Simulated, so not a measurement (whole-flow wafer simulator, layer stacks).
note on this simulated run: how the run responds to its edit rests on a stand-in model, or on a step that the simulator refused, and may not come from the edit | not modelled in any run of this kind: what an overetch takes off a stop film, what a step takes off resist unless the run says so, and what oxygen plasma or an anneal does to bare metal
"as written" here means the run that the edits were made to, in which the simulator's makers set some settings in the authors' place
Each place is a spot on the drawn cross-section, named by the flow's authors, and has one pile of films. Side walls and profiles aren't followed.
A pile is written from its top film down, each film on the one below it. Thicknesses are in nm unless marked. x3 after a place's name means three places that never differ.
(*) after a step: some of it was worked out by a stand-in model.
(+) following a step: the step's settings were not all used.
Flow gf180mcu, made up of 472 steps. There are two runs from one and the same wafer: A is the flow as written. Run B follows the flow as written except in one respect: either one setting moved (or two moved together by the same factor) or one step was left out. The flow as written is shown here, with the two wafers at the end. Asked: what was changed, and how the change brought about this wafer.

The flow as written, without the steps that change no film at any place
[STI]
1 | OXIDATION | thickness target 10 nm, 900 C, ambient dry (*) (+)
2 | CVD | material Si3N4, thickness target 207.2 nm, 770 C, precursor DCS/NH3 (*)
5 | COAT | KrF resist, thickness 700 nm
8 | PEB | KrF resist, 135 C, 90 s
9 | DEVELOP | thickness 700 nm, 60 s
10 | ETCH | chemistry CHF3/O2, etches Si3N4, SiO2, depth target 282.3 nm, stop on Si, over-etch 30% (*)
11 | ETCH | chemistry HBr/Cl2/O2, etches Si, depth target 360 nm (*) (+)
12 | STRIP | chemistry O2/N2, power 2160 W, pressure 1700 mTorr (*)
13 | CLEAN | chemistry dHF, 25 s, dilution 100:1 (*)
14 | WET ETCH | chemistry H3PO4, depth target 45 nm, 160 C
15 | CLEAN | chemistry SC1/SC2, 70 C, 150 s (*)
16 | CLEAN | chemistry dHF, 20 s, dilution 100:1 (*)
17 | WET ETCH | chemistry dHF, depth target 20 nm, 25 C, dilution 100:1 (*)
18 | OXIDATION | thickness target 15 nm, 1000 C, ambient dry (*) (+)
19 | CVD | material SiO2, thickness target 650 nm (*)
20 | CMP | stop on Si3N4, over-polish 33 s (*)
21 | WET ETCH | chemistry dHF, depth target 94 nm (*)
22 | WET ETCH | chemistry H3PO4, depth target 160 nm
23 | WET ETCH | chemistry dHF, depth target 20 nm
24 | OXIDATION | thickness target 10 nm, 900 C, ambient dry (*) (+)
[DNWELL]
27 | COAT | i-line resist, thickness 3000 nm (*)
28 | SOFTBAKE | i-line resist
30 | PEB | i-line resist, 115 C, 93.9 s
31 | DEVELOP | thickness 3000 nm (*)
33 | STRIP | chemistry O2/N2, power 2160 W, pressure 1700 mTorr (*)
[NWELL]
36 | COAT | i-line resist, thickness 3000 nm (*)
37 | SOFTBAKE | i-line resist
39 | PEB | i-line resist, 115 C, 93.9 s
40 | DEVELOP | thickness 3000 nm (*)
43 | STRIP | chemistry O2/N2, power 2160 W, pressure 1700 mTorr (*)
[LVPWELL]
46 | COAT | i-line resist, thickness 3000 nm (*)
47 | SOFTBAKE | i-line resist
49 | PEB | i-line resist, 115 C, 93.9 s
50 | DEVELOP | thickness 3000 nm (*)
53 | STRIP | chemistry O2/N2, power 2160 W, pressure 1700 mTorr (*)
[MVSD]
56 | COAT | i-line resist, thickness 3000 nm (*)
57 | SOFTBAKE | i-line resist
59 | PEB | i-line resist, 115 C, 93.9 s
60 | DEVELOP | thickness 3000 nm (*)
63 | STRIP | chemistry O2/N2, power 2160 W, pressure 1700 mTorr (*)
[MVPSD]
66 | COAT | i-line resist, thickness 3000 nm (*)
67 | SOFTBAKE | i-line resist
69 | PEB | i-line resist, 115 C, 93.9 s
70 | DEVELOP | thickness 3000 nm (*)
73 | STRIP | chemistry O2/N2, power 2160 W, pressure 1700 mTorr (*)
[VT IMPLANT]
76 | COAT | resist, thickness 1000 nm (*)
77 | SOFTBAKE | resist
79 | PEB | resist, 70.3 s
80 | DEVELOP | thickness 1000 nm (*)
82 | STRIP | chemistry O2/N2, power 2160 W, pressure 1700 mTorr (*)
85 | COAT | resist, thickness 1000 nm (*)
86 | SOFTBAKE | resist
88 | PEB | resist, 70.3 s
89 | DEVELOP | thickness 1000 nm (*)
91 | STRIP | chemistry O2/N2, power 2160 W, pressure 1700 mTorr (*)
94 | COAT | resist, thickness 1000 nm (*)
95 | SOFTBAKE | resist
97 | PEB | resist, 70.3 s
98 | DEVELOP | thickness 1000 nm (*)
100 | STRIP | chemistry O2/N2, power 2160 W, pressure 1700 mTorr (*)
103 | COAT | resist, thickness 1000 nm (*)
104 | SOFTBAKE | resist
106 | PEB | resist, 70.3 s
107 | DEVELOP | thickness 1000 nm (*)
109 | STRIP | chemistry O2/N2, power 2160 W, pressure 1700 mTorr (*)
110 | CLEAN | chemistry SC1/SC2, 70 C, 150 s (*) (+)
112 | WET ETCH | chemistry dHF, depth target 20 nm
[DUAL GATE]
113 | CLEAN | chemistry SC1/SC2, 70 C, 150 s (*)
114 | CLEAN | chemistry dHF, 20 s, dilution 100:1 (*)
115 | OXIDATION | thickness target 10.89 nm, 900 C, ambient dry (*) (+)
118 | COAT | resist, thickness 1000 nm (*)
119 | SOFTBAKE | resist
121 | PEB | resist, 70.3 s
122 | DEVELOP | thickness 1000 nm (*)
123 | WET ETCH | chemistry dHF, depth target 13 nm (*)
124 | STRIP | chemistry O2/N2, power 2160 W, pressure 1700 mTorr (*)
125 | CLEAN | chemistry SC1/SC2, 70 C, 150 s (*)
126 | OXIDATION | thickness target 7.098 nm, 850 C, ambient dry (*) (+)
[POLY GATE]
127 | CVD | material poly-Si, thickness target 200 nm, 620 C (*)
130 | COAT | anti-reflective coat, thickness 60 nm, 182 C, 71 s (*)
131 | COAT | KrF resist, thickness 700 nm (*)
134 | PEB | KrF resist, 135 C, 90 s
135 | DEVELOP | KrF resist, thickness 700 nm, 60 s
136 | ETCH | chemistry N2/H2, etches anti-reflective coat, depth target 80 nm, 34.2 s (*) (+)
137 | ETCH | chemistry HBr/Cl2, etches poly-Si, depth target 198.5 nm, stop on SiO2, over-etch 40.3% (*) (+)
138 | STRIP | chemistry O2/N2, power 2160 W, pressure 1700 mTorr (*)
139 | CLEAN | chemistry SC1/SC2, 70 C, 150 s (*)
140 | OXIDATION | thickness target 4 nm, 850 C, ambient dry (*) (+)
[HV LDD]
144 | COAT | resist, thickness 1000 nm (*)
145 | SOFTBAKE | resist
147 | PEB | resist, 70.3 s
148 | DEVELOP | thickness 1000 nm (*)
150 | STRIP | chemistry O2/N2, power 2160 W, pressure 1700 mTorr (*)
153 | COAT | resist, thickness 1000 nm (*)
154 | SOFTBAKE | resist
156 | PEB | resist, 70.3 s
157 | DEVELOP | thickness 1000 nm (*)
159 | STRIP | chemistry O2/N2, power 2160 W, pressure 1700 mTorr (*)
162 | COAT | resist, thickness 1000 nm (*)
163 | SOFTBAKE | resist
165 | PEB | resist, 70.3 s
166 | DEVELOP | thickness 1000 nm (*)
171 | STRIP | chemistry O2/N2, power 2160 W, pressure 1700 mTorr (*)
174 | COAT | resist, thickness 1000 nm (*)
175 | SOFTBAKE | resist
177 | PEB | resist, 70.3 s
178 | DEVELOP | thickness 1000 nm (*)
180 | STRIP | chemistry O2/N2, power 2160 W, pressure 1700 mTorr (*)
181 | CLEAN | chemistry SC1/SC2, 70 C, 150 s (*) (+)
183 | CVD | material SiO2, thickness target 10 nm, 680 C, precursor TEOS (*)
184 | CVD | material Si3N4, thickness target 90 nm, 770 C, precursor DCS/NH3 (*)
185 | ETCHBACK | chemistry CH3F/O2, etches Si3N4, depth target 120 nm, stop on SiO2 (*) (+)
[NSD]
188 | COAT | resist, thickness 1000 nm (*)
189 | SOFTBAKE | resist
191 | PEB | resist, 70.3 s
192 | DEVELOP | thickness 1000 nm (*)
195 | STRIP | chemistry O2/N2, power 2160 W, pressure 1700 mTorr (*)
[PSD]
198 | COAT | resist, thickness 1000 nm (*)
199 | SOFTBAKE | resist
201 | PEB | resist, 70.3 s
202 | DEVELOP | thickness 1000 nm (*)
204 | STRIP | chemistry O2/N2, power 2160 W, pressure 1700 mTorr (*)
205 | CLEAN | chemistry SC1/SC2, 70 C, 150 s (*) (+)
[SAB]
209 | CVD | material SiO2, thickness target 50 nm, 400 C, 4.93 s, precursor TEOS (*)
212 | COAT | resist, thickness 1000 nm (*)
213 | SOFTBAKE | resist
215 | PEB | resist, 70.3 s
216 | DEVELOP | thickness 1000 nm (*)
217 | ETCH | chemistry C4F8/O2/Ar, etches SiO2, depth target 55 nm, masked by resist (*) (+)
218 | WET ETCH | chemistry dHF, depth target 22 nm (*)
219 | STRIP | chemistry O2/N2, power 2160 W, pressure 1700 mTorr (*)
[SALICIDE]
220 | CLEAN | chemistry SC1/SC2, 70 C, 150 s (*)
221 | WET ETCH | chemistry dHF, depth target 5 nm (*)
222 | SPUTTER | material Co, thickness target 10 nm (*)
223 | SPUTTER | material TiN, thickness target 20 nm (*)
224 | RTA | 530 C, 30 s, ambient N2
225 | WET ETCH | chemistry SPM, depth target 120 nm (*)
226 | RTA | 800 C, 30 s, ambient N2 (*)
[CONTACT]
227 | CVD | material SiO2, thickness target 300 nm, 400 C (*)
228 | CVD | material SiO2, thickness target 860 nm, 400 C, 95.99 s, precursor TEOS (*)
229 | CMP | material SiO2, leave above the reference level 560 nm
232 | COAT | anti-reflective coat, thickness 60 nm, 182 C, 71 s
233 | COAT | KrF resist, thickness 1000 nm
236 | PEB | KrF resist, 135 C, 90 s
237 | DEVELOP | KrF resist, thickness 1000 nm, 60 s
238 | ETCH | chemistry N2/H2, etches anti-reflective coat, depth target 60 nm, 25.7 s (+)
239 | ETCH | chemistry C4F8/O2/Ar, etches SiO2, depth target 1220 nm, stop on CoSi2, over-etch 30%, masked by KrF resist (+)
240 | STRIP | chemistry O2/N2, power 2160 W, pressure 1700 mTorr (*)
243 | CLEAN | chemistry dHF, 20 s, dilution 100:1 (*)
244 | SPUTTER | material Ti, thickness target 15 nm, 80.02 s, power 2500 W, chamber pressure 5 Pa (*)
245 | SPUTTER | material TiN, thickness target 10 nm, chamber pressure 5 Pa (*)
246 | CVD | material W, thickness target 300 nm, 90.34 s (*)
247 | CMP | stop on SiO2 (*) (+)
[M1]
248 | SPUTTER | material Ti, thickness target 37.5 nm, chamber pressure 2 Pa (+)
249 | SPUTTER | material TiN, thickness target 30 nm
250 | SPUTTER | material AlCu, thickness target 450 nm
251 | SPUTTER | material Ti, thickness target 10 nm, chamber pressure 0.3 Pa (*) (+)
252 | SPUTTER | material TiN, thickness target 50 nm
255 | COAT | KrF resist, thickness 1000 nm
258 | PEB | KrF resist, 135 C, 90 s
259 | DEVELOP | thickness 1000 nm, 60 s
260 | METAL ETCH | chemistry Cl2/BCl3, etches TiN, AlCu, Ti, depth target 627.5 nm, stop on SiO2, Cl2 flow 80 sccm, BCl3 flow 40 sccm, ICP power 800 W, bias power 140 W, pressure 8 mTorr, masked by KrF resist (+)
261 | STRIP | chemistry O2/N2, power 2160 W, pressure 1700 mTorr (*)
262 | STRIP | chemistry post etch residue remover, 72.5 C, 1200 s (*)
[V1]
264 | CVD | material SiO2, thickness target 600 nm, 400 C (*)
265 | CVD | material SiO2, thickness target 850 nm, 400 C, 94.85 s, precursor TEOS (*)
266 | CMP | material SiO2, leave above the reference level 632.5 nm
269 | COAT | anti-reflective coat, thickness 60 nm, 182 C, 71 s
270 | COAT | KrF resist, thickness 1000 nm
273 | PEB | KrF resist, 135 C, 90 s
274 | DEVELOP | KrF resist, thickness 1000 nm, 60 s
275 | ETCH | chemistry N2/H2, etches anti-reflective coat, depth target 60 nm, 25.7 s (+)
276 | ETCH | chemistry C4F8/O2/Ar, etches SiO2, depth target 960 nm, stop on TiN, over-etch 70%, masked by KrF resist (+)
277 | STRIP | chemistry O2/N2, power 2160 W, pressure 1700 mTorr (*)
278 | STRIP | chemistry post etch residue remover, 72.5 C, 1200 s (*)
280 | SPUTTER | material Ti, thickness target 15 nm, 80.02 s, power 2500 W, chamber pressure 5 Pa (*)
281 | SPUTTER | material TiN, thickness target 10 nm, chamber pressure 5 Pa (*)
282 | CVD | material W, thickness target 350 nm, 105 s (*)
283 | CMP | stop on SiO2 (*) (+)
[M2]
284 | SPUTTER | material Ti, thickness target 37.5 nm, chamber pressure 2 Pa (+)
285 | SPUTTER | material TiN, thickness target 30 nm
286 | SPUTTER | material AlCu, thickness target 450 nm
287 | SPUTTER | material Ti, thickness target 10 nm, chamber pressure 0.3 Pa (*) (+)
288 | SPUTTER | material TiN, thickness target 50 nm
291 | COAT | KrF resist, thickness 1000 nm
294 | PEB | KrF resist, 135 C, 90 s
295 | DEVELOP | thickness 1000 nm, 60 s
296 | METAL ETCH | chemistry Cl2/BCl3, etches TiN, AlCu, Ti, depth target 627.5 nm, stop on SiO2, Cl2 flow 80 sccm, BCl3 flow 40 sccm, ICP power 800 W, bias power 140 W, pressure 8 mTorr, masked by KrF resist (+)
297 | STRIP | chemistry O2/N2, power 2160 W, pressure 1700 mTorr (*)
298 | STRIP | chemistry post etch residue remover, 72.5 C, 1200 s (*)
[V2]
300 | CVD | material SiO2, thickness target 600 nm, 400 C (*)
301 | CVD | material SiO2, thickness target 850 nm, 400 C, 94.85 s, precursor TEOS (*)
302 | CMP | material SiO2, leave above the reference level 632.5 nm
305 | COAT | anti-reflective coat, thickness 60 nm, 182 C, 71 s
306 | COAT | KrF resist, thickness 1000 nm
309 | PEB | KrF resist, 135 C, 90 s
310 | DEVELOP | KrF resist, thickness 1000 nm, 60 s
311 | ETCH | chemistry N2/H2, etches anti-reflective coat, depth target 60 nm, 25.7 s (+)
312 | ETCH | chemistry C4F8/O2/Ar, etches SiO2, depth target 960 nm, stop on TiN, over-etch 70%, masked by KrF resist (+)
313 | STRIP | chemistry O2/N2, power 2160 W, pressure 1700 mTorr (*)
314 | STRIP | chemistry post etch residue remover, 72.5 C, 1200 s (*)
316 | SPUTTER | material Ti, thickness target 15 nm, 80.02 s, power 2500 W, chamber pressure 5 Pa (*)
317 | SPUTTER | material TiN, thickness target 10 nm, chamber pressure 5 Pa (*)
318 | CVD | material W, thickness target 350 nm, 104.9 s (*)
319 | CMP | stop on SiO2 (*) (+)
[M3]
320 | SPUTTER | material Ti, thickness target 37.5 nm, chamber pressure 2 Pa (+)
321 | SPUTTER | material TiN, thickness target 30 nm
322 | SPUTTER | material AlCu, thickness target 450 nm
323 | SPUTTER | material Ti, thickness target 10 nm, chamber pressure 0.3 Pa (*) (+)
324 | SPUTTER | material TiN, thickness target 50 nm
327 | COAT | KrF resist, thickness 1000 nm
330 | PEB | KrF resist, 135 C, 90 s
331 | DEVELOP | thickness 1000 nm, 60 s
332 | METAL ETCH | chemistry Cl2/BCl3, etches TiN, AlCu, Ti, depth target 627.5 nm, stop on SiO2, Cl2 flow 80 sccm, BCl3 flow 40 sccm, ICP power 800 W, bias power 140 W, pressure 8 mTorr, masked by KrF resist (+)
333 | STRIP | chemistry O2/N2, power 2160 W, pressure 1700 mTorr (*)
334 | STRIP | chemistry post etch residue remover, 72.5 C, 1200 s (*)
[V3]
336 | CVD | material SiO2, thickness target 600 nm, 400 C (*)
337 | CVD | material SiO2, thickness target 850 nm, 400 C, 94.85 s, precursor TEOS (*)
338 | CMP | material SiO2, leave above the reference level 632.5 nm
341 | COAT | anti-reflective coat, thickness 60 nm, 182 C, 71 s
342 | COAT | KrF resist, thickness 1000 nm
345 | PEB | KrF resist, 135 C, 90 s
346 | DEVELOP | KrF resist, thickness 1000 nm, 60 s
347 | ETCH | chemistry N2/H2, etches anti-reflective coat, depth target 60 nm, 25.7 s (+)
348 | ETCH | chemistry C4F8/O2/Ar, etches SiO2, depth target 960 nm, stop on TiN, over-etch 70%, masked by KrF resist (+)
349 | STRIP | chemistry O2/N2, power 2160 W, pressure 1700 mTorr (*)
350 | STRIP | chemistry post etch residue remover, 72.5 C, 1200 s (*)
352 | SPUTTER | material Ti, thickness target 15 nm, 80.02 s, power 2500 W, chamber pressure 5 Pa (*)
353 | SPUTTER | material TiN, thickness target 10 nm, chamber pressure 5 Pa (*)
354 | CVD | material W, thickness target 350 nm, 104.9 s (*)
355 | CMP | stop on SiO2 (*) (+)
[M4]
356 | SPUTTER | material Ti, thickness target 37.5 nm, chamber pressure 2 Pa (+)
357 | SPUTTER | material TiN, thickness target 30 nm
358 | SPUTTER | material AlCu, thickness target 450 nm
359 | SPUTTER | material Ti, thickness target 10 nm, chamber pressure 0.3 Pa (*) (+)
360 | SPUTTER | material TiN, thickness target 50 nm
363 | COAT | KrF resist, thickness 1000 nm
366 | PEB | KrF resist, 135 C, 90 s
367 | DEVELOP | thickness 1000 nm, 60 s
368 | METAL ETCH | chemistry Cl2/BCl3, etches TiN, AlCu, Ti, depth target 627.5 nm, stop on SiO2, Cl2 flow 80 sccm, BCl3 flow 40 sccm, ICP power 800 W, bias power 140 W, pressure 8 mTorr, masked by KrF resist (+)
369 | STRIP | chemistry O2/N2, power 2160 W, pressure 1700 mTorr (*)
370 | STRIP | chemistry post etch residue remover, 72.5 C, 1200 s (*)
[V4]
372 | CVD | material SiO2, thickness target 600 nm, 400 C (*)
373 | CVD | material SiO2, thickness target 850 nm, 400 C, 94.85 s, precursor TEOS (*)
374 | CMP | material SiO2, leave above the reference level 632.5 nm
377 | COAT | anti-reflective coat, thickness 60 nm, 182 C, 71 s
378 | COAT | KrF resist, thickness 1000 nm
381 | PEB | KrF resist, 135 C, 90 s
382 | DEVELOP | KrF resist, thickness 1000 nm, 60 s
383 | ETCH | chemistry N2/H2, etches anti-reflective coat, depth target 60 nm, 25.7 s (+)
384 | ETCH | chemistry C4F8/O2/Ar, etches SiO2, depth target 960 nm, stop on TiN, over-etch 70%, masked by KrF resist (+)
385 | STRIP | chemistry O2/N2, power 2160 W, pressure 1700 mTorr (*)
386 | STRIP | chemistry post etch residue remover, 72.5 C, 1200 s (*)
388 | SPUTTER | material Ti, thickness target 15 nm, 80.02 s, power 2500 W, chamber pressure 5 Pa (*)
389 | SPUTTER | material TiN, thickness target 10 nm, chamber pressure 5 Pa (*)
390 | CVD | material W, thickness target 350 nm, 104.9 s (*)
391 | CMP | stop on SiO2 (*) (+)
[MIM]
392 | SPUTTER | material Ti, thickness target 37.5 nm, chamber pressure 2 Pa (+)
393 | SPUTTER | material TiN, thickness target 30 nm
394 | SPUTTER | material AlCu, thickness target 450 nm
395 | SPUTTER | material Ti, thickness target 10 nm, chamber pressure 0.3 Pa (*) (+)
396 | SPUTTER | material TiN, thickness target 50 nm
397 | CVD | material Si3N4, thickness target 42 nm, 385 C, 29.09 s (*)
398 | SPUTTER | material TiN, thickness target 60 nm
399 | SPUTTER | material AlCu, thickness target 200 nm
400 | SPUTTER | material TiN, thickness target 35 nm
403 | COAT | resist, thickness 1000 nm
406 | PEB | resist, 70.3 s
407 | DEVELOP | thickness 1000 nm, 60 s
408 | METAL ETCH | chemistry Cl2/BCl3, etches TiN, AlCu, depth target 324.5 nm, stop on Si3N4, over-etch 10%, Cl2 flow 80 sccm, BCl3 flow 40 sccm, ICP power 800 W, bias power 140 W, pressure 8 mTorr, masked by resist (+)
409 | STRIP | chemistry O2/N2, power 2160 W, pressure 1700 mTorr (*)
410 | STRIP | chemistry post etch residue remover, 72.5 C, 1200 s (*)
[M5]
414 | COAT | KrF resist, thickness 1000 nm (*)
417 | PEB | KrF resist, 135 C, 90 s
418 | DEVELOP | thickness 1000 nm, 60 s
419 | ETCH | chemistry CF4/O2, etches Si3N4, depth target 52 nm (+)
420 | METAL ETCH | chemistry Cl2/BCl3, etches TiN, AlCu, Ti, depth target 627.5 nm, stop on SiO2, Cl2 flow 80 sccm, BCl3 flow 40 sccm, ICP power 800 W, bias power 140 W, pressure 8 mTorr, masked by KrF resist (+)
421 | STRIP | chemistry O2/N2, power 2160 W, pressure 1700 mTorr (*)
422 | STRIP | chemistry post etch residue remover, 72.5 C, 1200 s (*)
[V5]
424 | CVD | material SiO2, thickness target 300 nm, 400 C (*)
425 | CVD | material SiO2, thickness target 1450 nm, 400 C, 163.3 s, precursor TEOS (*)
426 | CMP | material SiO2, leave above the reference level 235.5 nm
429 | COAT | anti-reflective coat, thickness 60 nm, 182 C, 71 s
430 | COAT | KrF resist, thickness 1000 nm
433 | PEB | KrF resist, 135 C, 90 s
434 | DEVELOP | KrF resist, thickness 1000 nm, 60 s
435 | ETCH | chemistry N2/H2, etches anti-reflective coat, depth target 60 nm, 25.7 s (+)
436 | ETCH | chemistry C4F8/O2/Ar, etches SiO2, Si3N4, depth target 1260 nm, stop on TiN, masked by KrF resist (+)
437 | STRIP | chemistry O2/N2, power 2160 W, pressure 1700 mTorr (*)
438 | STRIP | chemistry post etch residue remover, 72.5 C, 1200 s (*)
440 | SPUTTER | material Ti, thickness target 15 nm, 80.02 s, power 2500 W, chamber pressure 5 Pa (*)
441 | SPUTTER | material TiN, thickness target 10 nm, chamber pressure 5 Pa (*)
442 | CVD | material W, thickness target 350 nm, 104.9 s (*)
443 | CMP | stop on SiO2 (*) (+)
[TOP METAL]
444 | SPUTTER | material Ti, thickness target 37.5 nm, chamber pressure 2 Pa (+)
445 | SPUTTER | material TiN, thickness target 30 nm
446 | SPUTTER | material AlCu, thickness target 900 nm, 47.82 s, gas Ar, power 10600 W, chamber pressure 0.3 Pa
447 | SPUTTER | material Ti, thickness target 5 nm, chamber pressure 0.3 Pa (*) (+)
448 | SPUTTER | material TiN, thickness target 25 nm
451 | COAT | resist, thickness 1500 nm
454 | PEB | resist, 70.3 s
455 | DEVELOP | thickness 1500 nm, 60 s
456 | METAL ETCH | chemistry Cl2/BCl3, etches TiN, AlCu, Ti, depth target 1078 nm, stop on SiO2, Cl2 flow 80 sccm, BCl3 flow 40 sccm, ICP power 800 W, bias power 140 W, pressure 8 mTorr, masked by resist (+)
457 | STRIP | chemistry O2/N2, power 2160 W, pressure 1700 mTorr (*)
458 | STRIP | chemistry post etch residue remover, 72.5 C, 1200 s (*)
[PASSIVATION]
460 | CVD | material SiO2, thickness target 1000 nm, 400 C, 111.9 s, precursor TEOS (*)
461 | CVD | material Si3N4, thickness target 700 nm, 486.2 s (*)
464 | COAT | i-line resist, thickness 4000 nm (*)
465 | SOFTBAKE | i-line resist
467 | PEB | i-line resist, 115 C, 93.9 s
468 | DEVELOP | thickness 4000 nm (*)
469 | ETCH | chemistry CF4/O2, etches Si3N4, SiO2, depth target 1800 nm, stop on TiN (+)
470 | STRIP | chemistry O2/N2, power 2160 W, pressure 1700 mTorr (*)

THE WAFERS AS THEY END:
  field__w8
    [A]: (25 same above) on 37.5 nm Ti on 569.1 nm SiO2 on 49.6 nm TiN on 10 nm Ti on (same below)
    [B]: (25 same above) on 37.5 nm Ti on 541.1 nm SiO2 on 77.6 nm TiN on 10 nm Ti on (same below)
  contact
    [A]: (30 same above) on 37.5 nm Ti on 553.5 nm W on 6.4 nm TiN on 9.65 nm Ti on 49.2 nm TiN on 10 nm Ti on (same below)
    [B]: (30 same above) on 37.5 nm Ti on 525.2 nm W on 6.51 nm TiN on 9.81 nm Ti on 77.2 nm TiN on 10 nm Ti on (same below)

What caused this: step 288, SPUTTER: thickness target 78 nm was run, while the flow as written has thickness target 50 nm.

How this came from the change, step by step:
  288 | SPUTTER | material TiN, thickness target 50 nm
      field, field__w1, field__w2 and 108 more: A +50 TiN (new film) | B +78 TiN (new film)
  296 | METAL ETCH | chemistry Cl2/BCl3, etches TiN, AlCu, Ti, depth target 627.5 nm, stop on SiO2, Cl2 flow 80 sccm, BCl3 flow 40 sccm, ICP power 800 W, bias power 140 W, pressure 8 mTorr, masked by KrF resist (+)
      field, field__w1, field__w2 and 103 more: A -50 TiN (all of it), -10 Ti (all of it), -450 AlCu (all of it), -30 TiN (all of it), -37.5 Ti (all of it) | B -78 TiN (all of it), -10 Ti (all of it), -450 AlCu (all of it), -30 TiN (all of it), -37.5 Ti (all of it)
  302 | CMP | material SiO2, leave above the reference level 632.5 nm
      field__w8, contact, m1, m1__w1, m1_nw: A -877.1 SiO2 | B -905.1 SiO2
  312 | ETCH | chemistry C4F8/O2/Ar, etches SiO2, depth target 960 nm, stop on TiN, over-etch 70%, masked by KrF resist (+)
      field, field__w1, field__w2 and 107 more: A -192 KrF resist | B -185.1 KrF resist
      contact: A -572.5 SiO2 (all of it) | B -544.5 SiO2 (all of it)
  318 | CVD | material W, thickness target 350 nm, 104.9 s (*)
      contact: A +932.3 W (new film) | B +904 W (new film)
